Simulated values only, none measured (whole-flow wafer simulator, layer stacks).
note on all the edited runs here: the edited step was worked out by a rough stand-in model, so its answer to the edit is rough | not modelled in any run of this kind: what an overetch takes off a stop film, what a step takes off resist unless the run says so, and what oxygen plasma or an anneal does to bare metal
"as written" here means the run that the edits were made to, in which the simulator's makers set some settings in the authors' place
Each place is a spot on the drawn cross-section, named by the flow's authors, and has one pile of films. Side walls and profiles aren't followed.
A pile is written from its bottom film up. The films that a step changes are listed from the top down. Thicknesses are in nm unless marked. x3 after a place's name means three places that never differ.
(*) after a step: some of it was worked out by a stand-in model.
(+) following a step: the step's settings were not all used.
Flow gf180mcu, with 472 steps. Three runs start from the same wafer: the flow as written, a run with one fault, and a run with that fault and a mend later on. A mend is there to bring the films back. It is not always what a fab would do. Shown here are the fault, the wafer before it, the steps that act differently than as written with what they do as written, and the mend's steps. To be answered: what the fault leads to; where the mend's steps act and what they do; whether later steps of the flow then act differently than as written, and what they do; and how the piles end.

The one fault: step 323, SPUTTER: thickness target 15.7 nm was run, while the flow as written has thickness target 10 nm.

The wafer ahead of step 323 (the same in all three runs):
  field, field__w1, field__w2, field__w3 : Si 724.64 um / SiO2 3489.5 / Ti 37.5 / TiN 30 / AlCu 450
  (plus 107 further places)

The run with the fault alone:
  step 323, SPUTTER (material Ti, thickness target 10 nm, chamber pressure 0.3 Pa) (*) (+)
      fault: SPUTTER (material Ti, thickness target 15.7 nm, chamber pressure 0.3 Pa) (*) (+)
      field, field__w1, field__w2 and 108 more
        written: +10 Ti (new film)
        fault: +15.7 Ti (new film)
  Steps later in the flow that act otherwise than as written (not shown: 5 more steps that differ only slightly, by at most 2% or 0.5 nm, whichever is larger):
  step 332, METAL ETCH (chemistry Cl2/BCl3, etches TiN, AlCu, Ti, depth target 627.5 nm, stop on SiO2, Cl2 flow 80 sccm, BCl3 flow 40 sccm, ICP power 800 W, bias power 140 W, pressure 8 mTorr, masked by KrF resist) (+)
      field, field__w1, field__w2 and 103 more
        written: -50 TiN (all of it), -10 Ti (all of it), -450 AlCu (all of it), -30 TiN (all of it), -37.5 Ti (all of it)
        fault: -50 TiN (all of it), -15.7 Ti (all of it), -450 AlCu (all of it), -30 TiN (all of it), -37.5 Ti (all of it)
  The piles end different from the flow's at field__w8, contact, m1, m1__w1, m1_nw by more than 2% or 0.5 nm, whichever is larger.
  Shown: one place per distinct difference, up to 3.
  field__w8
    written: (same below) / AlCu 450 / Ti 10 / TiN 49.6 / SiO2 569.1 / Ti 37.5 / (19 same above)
    fault: (same below) / AlCu 450 / Ti 15.7 / TiN 49.6 / SiO2 563.4 / Ti 37.5 / (19 same above)
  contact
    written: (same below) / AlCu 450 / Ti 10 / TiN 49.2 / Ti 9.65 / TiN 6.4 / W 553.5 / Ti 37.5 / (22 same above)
    fault: (same below) / AlCu 450 / Ti 15.7 / TiN 49.2 / Ti 9.68 / TiN 6.43 / W 547.7 / Ti 37.5 / (22 same above)

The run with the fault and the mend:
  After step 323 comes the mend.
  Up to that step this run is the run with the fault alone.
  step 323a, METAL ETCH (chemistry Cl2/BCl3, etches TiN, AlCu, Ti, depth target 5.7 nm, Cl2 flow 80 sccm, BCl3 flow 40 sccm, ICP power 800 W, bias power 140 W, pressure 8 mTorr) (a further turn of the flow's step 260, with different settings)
      field, field__w1, field__w2 and 108 more
        -5.7 Ti
  Later steps of the flow that are run all act as written at every place that is followed.
  By the end, the piles equal the flow's at every place that both follow.
